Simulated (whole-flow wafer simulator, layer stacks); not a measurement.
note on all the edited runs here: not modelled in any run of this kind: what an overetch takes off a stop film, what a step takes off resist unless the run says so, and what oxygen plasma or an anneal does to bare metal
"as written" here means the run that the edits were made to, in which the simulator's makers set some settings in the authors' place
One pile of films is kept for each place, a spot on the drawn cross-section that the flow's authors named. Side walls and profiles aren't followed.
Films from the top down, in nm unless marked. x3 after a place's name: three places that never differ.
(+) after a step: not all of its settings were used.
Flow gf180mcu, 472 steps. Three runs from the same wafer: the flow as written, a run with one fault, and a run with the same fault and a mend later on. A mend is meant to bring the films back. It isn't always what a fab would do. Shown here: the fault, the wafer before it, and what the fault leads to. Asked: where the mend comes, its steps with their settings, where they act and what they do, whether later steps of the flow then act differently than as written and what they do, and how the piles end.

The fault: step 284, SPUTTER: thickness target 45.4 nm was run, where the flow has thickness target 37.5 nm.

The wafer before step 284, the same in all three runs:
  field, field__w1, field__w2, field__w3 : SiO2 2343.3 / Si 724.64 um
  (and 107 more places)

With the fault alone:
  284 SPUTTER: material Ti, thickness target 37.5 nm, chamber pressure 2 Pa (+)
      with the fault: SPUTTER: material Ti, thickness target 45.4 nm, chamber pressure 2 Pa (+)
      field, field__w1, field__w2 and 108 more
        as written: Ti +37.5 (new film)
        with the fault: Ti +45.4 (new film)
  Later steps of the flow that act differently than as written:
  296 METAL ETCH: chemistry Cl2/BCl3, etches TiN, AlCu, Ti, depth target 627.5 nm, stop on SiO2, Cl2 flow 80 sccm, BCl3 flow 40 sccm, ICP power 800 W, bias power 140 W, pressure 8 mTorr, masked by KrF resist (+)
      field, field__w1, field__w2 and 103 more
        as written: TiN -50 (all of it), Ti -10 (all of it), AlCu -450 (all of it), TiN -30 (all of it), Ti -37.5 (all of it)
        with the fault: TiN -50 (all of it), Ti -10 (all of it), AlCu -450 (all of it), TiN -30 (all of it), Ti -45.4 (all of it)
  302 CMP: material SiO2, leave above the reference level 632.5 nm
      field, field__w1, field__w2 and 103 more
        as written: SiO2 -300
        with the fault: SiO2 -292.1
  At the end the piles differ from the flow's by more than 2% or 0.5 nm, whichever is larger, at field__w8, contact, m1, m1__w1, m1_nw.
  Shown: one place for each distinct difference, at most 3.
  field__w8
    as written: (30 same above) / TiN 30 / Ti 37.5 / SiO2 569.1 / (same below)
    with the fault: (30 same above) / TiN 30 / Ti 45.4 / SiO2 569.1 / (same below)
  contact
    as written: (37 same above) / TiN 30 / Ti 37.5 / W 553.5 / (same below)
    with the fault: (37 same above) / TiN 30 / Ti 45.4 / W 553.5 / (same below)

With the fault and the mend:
  The mend comes after step 284.
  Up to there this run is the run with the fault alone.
  284a METAL ETCH: chemistry Cl2/BCl3, etches TiN, AlCu, Ti, depth target 7.9 nm, Cl2 flow 80 sccm, BCl3 flow 40 sccm, ICP power 800 W, bias power 140 W, pressure 8 mTorr (the flow's step 260 once more, with other settings)
      field, field__w1, field__w2 and 108 more
        Ti -7.9
  No later step of the flow acts differently than as written at any place that is followed.
  At the end the piles are the same as the flow's at every place that both follow.
